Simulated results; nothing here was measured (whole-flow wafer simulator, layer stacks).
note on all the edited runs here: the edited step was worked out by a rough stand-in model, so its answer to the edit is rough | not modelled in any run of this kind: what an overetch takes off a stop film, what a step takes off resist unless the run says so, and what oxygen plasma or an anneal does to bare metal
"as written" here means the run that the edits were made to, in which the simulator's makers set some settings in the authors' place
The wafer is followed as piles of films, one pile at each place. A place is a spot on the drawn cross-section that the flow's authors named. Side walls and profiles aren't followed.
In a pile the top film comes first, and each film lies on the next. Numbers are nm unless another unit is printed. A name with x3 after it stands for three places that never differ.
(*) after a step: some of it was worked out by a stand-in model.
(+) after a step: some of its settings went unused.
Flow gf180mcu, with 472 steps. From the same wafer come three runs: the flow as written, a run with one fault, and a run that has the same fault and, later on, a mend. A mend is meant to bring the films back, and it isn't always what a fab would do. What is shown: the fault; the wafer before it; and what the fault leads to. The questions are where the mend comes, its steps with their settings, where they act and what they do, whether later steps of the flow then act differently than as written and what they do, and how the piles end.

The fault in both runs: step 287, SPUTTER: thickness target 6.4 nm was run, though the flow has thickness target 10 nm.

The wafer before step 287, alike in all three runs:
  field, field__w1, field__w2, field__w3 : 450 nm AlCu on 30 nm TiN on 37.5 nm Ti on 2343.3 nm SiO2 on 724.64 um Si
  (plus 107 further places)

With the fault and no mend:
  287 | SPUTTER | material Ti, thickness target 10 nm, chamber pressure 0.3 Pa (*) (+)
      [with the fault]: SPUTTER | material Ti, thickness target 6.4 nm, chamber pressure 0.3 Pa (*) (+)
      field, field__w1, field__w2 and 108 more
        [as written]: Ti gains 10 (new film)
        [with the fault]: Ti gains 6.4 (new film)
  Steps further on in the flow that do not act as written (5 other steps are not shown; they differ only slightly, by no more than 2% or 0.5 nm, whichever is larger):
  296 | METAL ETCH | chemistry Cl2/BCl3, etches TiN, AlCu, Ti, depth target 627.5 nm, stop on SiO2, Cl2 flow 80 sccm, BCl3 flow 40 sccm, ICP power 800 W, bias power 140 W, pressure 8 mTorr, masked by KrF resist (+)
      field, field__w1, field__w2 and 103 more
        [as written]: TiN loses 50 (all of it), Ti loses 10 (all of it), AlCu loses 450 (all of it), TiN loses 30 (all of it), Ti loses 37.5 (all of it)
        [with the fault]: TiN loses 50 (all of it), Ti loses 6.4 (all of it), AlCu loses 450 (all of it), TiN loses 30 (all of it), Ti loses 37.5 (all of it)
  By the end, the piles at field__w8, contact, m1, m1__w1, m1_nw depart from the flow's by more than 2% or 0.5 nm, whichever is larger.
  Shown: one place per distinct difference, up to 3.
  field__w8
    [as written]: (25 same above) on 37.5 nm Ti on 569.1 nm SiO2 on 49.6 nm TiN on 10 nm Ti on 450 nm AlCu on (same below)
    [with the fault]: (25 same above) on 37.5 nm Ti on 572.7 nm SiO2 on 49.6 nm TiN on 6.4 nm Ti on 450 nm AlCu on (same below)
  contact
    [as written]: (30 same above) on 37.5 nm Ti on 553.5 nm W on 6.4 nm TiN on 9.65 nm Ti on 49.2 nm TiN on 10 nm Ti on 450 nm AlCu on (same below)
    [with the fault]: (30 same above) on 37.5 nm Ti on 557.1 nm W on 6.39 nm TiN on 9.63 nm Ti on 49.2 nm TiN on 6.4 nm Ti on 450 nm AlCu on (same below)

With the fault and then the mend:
  The mend follows step 287.
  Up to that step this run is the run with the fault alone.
  287a | SPUTTER | material Ti, thickness target 3.6 nm, chamber pressure 0.3 Pa (*) (+) (a further turn of the flow's step 287, with different settings)
      field, field__w1, field__w2 and 108 more
        Ti gains 3.6
  None of the later steps of the flow acts differently than as written at any place that is followed.
  At every place that both follow, the piles at the end match the flow's.
